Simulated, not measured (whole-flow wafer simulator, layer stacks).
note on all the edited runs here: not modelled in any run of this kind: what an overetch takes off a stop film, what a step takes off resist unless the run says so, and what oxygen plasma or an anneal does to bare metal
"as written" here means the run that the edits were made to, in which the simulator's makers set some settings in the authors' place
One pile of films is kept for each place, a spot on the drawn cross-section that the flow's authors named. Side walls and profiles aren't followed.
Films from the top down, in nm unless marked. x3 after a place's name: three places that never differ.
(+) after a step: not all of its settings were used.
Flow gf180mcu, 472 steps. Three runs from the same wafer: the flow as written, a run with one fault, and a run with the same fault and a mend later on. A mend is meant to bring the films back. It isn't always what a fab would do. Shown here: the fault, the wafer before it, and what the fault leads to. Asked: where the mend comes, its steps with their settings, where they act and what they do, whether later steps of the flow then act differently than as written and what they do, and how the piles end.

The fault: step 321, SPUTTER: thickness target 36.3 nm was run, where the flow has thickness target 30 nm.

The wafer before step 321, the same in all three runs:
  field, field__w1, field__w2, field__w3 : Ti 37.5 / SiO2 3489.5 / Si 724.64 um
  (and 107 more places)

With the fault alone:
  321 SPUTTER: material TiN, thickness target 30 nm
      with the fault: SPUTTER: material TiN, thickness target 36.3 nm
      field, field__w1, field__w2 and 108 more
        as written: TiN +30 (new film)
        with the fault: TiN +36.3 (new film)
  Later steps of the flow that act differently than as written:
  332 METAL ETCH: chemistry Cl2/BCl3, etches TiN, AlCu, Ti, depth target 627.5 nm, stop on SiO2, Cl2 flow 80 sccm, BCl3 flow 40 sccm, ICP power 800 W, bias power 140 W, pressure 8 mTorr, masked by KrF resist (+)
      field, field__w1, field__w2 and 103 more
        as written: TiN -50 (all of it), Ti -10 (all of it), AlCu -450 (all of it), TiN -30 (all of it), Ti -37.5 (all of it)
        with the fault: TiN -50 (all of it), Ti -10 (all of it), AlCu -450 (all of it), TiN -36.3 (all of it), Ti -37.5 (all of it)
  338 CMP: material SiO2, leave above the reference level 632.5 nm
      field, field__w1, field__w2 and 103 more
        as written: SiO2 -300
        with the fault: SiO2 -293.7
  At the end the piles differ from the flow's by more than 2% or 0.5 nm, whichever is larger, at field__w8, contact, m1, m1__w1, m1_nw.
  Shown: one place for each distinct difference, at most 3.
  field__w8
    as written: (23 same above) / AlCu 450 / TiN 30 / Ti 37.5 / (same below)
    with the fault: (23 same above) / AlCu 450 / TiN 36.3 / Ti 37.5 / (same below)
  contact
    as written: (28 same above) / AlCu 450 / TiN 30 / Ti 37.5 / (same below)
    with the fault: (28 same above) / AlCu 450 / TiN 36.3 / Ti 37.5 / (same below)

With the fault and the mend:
  The mend comes after step 321.
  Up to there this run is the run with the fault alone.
  321a METAL ETCH: chemistry Cl2/BCl3, etches TiN, AlCu, Ti, depth target 6.3 nm, Cl2 flow 80 sccm, BCl3 flow 40 sccm, ICP power 800 W, bias power 140 W, pressure 8 mTorr (the flow's step 260 once more, with other settings)
      field, field__w1, field__w2 and 108 more
        TiN -6.3
  No later step of the flow acts differently than as written at any place that is followed.
  At the end the piles are the same as the flow's at every place that both follow.
